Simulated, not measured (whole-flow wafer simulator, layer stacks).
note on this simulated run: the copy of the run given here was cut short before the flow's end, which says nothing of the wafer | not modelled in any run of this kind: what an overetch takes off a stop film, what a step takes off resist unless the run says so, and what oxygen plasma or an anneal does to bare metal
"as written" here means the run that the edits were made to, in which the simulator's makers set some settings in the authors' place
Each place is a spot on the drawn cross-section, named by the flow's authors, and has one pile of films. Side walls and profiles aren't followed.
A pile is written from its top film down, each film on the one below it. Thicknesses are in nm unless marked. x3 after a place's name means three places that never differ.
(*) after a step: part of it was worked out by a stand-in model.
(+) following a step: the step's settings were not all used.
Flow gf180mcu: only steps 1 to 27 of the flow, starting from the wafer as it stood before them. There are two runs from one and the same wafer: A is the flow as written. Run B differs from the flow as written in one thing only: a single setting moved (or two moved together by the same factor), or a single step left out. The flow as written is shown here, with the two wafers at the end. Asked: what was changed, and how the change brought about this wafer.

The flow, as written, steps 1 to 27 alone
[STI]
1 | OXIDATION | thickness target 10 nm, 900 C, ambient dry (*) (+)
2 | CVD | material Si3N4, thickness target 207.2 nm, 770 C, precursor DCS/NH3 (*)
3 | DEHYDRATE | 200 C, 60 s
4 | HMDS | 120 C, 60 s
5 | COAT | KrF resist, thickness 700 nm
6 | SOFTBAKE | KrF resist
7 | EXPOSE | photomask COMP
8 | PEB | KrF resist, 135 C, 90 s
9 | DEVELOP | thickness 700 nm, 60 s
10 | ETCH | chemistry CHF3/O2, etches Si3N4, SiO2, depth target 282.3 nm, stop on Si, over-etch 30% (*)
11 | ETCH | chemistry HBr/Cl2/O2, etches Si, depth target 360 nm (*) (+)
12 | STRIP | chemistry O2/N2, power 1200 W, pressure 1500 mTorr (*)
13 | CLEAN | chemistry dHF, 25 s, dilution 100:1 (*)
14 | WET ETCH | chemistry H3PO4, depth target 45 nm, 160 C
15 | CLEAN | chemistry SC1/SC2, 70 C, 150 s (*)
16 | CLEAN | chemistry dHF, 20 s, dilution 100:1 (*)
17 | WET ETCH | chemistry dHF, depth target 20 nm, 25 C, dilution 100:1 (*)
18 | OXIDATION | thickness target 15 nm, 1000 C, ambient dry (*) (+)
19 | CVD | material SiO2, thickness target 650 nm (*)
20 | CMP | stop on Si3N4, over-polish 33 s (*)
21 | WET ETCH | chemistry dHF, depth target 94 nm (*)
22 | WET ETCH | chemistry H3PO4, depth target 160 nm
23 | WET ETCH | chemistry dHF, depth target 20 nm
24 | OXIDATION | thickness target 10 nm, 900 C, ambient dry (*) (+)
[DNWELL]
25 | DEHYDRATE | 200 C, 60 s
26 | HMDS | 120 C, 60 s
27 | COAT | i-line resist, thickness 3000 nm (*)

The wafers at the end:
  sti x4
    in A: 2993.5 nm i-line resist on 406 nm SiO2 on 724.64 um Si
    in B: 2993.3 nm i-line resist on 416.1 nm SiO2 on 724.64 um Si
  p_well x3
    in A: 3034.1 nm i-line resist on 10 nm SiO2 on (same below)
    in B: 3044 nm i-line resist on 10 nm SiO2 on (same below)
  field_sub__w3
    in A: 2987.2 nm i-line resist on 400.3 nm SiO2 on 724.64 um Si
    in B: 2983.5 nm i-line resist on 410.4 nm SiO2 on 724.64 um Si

Cause: step 23, WET ETCH: depth target 12.2 nm was run, while the flow as written has depth target 20 nm.

The path from the change to this, step by step:
  23 | WET ETCH | chemistry dHF, depth target 20 nm
      field, field_sub, sti x4 and 31 more: A -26 SiO2 | B -15.9 SiO2
